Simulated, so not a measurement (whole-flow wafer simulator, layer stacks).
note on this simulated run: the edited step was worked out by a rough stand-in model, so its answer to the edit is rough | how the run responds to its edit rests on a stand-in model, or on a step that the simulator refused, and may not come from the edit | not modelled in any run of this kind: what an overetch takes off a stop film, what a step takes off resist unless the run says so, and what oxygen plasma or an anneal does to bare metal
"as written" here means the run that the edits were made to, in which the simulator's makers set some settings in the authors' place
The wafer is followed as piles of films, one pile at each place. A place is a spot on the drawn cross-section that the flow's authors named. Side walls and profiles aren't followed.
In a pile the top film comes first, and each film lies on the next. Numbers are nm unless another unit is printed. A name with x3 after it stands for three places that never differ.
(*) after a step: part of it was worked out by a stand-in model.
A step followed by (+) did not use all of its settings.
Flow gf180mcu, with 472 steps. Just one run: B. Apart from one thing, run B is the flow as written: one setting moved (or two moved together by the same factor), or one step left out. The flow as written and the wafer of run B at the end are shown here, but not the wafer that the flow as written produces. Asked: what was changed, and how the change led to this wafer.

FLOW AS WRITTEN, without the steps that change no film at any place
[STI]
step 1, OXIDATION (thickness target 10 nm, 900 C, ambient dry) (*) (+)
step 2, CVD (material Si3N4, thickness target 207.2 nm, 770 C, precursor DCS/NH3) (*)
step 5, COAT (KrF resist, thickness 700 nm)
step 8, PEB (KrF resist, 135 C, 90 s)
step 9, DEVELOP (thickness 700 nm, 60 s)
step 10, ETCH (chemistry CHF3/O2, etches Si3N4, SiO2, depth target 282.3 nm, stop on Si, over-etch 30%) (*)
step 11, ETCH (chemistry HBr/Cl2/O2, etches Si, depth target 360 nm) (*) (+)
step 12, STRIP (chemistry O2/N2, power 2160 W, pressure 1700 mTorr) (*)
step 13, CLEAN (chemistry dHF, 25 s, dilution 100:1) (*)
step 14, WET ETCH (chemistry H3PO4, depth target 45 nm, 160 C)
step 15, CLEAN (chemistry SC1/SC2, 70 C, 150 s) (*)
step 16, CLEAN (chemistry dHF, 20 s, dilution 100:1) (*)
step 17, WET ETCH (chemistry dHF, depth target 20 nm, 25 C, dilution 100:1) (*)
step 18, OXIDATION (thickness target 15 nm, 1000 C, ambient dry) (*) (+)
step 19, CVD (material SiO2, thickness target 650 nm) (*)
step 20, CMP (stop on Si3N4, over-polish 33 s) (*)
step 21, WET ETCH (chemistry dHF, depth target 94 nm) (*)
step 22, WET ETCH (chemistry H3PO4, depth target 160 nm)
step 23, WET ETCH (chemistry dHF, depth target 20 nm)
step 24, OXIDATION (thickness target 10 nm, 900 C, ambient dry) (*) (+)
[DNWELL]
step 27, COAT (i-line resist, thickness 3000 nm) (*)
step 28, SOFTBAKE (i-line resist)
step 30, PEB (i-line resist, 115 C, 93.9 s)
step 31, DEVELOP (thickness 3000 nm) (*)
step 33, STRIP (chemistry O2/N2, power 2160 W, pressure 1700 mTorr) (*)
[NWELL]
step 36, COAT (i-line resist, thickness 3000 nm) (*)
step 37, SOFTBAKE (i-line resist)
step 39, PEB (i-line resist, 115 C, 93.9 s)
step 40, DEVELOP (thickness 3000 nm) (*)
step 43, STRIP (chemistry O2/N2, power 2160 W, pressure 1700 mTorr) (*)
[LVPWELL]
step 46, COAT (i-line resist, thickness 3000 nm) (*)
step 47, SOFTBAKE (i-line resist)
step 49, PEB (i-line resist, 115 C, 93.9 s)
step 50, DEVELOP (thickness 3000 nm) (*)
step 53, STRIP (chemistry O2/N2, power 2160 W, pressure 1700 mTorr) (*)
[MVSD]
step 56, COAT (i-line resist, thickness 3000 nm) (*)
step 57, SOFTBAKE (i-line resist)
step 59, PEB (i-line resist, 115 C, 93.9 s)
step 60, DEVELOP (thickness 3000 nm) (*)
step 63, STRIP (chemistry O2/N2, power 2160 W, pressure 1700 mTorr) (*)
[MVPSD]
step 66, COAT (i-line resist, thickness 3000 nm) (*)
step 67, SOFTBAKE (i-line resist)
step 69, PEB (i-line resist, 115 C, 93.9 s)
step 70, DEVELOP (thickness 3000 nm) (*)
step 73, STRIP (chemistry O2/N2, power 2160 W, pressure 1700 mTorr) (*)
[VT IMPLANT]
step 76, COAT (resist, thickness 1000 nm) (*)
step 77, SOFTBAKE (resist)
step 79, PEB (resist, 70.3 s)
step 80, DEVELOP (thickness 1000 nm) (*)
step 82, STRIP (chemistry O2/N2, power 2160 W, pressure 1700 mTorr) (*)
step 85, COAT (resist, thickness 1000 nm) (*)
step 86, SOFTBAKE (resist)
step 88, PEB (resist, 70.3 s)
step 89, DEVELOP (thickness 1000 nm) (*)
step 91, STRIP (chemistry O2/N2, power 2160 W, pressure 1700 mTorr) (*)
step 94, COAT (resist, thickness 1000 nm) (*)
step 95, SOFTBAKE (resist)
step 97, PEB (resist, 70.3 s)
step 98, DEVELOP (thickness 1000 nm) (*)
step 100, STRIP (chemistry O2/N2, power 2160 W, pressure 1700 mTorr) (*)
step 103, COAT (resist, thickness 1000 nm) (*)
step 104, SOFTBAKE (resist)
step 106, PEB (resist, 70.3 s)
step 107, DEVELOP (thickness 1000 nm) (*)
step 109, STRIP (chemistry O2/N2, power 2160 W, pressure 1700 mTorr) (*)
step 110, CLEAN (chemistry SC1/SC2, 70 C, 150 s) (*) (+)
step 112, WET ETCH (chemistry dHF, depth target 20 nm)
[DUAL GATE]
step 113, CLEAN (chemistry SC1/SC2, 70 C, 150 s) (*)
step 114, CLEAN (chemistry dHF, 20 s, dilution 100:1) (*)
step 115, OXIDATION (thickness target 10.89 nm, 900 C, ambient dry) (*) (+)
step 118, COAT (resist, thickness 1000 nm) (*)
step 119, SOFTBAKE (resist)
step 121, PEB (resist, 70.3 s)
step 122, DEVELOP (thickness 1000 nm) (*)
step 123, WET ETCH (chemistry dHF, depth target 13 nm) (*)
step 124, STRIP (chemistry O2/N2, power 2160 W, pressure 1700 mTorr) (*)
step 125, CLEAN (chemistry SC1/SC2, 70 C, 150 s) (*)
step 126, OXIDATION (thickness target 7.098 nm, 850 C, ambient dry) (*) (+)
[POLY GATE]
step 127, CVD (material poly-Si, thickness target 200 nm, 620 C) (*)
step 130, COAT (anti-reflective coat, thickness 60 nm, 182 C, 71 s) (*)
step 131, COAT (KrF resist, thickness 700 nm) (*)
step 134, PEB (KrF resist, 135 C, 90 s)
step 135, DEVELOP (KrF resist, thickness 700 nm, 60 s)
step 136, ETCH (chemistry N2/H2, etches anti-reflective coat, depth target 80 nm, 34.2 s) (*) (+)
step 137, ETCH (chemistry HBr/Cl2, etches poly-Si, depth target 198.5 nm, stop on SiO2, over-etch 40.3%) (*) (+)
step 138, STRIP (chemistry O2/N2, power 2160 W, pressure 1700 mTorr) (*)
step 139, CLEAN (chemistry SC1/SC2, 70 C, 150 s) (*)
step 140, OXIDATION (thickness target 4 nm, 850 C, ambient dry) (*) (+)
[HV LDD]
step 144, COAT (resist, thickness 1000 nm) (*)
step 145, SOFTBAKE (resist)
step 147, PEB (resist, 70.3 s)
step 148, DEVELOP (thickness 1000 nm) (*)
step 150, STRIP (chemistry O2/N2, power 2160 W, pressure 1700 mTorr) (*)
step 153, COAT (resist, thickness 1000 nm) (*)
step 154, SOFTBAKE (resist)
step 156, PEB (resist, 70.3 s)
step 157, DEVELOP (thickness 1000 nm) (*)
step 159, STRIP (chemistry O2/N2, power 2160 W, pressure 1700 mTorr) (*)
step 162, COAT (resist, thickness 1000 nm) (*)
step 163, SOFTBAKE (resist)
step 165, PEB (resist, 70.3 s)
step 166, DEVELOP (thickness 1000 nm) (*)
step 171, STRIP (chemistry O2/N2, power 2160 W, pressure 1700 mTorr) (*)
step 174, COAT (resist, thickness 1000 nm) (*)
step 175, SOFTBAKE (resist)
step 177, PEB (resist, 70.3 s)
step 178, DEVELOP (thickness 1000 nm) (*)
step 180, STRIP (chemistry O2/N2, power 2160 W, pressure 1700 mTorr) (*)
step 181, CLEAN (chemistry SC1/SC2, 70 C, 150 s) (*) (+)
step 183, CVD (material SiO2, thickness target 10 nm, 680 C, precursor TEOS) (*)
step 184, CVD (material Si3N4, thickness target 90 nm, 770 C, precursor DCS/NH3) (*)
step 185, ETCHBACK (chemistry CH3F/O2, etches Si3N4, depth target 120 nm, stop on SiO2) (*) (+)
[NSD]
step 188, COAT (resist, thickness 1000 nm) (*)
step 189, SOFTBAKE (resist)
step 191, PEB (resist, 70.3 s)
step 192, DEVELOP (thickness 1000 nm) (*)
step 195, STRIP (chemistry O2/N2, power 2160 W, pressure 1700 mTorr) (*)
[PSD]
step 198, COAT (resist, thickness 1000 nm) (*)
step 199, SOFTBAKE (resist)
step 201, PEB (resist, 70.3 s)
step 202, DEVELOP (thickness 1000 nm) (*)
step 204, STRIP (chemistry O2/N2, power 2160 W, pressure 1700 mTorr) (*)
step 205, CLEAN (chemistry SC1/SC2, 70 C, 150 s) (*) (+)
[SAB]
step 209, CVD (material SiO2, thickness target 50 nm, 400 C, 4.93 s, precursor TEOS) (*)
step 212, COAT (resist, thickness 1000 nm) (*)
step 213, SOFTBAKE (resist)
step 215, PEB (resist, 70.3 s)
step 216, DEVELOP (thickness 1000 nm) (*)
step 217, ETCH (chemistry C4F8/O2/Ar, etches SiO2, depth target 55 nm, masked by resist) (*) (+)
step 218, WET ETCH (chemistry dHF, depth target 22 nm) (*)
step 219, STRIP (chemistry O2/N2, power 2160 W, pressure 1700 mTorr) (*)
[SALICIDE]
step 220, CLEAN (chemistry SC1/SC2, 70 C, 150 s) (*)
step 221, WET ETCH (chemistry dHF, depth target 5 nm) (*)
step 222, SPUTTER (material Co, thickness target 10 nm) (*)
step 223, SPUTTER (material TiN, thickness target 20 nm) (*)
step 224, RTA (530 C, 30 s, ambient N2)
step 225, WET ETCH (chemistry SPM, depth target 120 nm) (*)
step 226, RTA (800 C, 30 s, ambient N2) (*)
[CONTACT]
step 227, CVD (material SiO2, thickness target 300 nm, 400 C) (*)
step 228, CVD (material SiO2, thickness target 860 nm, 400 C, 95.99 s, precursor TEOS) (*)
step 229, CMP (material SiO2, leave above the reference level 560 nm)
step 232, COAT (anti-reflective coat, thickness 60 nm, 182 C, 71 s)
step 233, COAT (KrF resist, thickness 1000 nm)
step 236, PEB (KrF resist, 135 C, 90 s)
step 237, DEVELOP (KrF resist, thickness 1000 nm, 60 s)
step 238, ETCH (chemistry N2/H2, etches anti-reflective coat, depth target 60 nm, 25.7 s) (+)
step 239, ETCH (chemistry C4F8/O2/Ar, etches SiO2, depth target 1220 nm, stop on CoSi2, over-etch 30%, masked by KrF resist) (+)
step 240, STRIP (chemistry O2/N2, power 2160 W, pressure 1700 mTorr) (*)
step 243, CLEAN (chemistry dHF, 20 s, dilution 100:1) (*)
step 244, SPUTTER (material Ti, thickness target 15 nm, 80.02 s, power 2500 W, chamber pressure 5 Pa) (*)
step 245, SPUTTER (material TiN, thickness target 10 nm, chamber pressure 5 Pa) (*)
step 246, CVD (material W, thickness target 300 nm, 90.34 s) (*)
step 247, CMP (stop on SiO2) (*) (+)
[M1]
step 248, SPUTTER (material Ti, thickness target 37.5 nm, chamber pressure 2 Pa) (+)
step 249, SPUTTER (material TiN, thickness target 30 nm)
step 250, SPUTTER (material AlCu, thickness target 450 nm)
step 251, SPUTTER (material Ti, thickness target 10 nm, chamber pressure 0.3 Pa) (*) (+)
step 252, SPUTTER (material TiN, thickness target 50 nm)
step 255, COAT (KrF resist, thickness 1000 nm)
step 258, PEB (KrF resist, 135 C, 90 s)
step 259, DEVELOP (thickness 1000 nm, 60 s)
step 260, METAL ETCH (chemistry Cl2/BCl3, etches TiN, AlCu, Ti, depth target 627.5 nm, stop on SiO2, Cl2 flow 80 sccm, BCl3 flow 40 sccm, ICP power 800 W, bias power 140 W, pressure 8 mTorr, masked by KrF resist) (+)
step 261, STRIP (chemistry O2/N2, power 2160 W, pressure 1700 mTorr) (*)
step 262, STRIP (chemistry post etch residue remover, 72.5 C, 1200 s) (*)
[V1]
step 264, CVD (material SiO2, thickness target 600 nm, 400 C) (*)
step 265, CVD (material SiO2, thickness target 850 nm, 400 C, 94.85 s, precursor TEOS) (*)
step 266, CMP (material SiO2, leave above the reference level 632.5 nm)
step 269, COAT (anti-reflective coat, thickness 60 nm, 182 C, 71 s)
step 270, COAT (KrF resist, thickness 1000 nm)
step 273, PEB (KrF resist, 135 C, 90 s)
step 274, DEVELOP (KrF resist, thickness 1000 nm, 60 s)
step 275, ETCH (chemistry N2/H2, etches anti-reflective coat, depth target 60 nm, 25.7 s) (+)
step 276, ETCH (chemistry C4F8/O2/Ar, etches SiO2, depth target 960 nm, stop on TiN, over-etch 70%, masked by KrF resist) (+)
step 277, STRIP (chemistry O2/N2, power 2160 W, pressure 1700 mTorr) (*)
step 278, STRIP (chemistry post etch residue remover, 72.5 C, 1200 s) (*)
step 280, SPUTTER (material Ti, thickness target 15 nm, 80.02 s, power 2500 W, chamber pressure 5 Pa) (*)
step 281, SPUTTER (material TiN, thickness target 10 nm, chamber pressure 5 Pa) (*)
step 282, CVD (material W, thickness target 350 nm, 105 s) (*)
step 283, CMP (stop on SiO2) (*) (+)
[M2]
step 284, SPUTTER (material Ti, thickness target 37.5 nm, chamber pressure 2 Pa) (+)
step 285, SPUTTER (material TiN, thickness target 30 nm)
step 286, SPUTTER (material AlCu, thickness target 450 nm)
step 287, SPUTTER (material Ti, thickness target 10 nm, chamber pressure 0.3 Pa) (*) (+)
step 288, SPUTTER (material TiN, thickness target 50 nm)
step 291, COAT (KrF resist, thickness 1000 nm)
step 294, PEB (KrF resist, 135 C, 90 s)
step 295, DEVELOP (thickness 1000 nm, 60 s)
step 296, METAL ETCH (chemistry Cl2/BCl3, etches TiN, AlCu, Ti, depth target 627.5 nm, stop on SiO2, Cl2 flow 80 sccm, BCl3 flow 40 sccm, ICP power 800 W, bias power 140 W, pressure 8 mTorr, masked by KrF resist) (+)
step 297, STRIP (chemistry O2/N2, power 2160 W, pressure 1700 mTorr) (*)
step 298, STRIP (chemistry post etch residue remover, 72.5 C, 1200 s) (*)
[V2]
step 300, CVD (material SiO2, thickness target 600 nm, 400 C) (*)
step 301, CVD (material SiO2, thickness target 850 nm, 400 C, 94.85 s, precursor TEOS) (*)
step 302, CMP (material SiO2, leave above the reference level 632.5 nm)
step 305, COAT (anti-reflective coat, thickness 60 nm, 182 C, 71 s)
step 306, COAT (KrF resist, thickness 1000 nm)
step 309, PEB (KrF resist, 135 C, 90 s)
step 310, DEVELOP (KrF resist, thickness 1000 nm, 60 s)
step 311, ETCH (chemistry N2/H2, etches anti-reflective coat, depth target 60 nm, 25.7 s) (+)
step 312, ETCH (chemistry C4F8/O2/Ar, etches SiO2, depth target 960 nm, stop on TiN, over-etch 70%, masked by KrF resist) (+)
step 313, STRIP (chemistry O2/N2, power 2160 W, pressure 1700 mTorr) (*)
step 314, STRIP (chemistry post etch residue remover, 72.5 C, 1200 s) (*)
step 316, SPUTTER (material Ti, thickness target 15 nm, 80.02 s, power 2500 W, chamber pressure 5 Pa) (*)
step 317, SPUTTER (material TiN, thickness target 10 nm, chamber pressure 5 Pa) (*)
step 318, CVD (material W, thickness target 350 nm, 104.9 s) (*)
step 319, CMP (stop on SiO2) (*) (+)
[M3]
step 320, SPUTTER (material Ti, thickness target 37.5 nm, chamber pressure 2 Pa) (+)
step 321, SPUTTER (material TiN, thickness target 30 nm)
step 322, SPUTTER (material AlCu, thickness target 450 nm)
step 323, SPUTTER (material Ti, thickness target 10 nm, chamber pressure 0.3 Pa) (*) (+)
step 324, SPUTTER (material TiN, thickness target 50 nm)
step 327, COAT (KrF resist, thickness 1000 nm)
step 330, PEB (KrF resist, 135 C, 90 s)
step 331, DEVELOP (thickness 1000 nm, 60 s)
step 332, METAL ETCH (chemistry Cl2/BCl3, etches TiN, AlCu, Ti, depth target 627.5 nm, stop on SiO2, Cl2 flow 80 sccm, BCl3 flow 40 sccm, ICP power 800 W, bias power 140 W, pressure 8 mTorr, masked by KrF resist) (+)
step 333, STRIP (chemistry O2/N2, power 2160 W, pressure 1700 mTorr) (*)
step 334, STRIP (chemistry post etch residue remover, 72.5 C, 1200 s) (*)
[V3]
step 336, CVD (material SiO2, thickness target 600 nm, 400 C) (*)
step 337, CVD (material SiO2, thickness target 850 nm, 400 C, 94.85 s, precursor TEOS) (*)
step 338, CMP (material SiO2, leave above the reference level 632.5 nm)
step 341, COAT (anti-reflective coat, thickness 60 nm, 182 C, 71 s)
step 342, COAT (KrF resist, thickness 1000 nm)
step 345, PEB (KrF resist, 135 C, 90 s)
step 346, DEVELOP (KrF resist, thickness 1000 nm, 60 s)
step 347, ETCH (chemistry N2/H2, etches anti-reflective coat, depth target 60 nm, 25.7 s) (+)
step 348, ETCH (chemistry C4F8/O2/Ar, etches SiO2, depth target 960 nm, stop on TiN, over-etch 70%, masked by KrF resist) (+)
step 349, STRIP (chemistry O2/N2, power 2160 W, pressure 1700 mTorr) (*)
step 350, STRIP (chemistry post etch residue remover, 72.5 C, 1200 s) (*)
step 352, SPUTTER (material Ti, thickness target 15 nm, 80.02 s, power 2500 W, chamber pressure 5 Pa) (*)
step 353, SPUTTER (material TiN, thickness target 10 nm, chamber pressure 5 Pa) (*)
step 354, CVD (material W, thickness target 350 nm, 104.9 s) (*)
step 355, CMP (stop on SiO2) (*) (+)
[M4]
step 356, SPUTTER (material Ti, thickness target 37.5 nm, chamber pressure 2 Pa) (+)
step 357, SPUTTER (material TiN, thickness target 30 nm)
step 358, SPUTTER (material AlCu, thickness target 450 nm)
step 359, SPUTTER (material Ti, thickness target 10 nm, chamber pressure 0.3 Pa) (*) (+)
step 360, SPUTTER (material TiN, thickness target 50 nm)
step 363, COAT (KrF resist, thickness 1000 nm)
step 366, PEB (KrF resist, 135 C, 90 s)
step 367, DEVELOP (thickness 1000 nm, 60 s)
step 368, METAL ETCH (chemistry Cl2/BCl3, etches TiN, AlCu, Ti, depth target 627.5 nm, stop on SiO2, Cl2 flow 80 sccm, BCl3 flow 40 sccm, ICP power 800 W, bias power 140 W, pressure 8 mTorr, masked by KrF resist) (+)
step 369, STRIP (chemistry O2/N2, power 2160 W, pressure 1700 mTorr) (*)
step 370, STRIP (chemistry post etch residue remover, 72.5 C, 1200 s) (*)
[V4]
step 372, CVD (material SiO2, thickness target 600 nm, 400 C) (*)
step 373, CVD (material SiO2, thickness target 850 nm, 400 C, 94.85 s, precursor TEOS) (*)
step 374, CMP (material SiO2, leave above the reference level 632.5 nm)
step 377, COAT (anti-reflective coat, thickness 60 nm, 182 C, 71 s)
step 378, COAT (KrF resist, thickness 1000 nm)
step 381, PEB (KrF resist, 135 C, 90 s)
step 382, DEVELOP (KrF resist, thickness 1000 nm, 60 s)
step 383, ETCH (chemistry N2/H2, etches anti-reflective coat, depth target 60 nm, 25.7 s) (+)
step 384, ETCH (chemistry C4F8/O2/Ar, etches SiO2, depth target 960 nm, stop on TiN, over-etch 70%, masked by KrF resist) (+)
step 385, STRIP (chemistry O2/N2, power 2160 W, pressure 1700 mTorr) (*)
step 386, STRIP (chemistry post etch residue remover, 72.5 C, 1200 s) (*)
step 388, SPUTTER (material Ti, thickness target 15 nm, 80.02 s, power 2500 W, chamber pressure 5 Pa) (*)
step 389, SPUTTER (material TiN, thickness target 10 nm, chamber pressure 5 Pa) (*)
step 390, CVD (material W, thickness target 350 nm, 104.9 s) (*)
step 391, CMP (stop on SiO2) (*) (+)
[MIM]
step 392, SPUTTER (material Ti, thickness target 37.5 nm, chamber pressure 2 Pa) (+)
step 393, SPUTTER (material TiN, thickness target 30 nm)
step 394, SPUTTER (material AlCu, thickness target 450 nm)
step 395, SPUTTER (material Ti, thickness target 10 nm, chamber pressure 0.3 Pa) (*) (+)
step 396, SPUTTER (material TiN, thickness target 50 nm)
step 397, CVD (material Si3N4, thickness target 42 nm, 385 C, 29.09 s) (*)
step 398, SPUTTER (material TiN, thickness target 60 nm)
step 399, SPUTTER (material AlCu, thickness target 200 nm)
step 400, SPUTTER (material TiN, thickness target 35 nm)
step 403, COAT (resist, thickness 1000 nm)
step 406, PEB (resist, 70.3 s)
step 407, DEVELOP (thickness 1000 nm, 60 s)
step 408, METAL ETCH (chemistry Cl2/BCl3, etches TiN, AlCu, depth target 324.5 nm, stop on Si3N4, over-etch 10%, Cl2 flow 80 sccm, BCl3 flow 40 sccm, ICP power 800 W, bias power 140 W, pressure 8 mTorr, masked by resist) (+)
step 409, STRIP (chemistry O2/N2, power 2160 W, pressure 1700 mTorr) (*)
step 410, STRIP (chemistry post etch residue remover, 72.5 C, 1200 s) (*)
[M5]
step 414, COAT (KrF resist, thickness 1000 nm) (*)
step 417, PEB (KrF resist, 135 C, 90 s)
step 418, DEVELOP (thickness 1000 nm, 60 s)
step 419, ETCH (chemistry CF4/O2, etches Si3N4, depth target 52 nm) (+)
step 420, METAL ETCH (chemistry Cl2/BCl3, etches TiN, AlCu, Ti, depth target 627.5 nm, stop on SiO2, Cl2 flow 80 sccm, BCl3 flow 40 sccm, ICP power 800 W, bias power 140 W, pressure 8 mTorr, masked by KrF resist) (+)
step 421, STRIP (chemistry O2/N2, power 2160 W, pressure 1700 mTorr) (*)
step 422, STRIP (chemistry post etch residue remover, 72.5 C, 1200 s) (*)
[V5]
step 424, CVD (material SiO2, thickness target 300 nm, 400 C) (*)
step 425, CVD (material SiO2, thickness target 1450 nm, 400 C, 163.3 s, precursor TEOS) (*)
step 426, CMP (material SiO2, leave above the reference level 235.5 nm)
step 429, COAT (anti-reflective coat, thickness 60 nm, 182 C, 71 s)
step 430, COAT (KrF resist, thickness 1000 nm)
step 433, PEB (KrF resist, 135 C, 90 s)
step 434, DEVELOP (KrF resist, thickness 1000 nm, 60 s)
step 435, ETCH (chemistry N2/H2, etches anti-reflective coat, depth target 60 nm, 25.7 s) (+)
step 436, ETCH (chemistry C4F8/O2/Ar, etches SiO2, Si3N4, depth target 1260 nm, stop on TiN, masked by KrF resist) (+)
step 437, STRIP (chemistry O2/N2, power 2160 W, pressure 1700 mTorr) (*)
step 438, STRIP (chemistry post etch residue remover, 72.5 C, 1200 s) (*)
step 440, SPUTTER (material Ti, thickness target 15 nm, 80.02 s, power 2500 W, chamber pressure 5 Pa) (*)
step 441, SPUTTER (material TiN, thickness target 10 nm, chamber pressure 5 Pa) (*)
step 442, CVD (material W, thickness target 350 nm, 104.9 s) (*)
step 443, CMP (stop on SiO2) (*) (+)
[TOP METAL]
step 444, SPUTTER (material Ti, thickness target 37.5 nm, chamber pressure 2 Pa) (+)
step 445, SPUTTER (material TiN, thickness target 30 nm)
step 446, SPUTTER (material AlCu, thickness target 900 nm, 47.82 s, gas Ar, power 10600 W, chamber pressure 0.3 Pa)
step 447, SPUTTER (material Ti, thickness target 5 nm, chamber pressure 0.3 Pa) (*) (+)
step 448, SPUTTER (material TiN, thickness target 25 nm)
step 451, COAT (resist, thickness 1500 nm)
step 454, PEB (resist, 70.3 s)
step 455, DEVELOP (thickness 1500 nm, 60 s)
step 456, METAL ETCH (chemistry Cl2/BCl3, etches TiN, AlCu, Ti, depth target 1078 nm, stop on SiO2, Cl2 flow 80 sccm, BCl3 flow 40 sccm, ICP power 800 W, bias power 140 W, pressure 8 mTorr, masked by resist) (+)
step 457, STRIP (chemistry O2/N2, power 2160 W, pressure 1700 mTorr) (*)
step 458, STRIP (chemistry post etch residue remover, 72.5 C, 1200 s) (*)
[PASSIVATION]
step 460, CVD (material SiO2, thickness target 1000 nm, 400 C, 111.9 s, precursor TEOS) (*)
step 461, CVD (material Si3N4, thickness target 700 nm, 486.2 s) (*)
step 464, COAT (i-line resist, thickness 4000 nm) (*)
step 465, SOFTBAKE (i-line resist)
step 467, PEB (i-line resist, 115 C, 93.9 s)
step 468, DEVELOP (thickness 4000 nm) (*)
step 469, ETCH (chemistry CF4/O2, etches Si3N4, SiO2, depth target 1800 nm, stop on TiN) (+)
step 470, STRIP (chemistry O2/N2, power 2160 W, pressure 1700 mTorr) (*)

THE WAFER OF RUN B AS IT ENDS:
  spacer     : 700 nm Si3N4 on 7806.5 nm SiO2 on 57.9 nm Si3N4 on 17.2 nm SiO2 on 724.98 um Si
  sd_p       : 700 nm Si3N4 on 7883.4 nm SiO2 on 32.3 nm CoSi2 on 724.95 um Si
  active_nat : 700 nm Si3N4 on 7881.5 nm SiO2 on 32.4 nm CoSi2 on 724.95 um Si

What caused this: step 184, CVD: thickness target 62.1 nm was run, whereas the flow has thickness target 90 nm.

The path from the change to this, step by step:
  step 184, CVD (material Si3N4, thickness target 90 nm, 770 C, precursor DCS/NH3) (*)
      field, field__w1, field__w2 and 101 more: Si3N4 gains 62.1 (new film) (as written it would have been: Si3N4 gains 90 (new film))
  step 185, ETCHBACK (chemistry CH3F/O2, etches Si3N4, depth target 120 nm, stop on SiO2) (*) (+)
      field, field__w1, field__w2 and 95 more: Si3N4 loses 62.1 (all of it), SiO2 loses 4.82 (as written it would have been: Si3N4 loses 90 (all of it), SiO2 loses 2.5)
      active_hv, ld_sd_n, ld_drift_p, ldn_tap, ldp_tap: Si3N4 loses 62.1 (all of it), SiO2 loses 4.83 (as written it would have been: Si3N4 loses 90 (all of it), SiO2 loses 2.5)
  step 188, COAT (resist, thickness 1000 nm) (*)
      spacer: resist gains 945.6 (new film) (as written it would have been: resist gains 920.2 (new film))
  step 189, SOFTBAKE (resist)
      field: resist loses 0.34 (as written it would have been: resist gains 3.56)
      field__w6: resist gains 6.99 (as written it would have been: resist gains 7.53)
      (as well as at 9 more places)
  step 192, DEVELOP (thickness 1000 nm) (*)
      spacer: resist loses 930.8 (all of it) (as written it would have been: resist loses 905.9 (all of it))
  step 195, STRIP (chemistry O2/N2, power 2160 W, pressure 1700 mTorr) (*)
      field: resist loses 1005.9 (all of it) (as written it would have been: resist loses 1026.7 (all of it))
  step 198, COAT (resist, thickness 1000 nm) (*)
      spacer: resist gains 945.6 (new film) (as written it would have been: resist gains 920.2 (new film))
  step 199, SOFTBAKE (resist)
      field: resist loses 0.34 (as written it would have been: resist gains 3.56)
      field__w6: resist gains 6.99 (as written it would have been: resist gains 7.53)
      (as well as at 9 more places)
  step 204, STRIP (chemistry O2/N2, power 2160 W, pressure 1700 mTorr) (*)
      field: resist loses 1005.9 (all of it) (as written it would have been: resist loses 1026.7 (all of it))
      spacer: resist loses 930.8 (all of it) (as written it would have been: resist loses 905.9 (all of it))
  step 212, COAT (resist, thickness 1000 nm) (*)
      spacer: resist gains 944.7 (new film) (as written it would have been: resist gains 919.4 (new film))
  step 213, SOFTBAKE (resist)
      field__w5: resist gains 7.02 (as written it would have been: resist gains 7.65)
      field__w6: resist gains 7.36 (as written it would have been: resist gains 7.87)
      (as well as at 5 more places)
  step 216, DEVELOP (thickness 1000 nm) (*)
      spacer: resist loses 930 (all of it) (as written it would have been: resist loses 905.1 (all of it))
  step 218, WET ETCH (chemistry dHF, depth target 22 nm) (*)
      gate, gate_hv, gate_p and 23 more: SiO2 loses 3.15 (all of it) (as written it would have been: SiO2 loses 5.48 (all of it))
      active, p_well, sd_n, iso_ptap_pw, iso_ntap_nw, iso_ptap_sub, vpnp_e: SiO2 loses 6.69 (all of it) (as written it would have been: SiO2 loses 9.01 (all of it))
      (as well as at 16 more places)
  step 222, SPUTTER (material Co, thickness target 10 nm) (*)
      field__w2: Co gains 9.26 (new film) (as written it would have been: Co gains 8.65 (new film))
      field__w3: Co gains 8.87 (new film) (as written it would have been: Co gains 8.06 (new film))
      (as well as at 4 more places)
  step 223, SPUTTER (material TiN, thickness target 20 nm) (*)
      field__w2: TiN gains 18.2 (new film) (as written it would have been: TiN gains 17 (new film))
      field__w3: TiN gains 17.3 (new film) (as written it would have been: TiN gains 15.7 (new film))
      (as well as at 6 more places)
  step 224, RTA (530 C, 30 s, ambient N2)
      ld_sd_n: under 1 film: CoSi gains 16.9 (new film), Co loses 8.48 (all of it), Si loses 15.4 (as written it would have been: under 1 film: CoSi gains 16.1 (new film), Co loses 8.09 (all of it), Si loses 14.7)
      ld_drn_n: under 1 film: CoSi gains 18.7 (new film), Co loses 9.4 (all of it), Si loses 17.1 (as written it would have been: under 1 film: CoSi gains 17.9 (new film), Co loses 9.02 (all of it), Si loses 16.4)
      (as well as at 1 more place)
  ... 2 other steps ...
  step 229, CMP (material SiO2, leave above the reference level 560 nm)
      spacer: SiO2 loses 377 (as written it would have been: SiO2 loses 404.9)
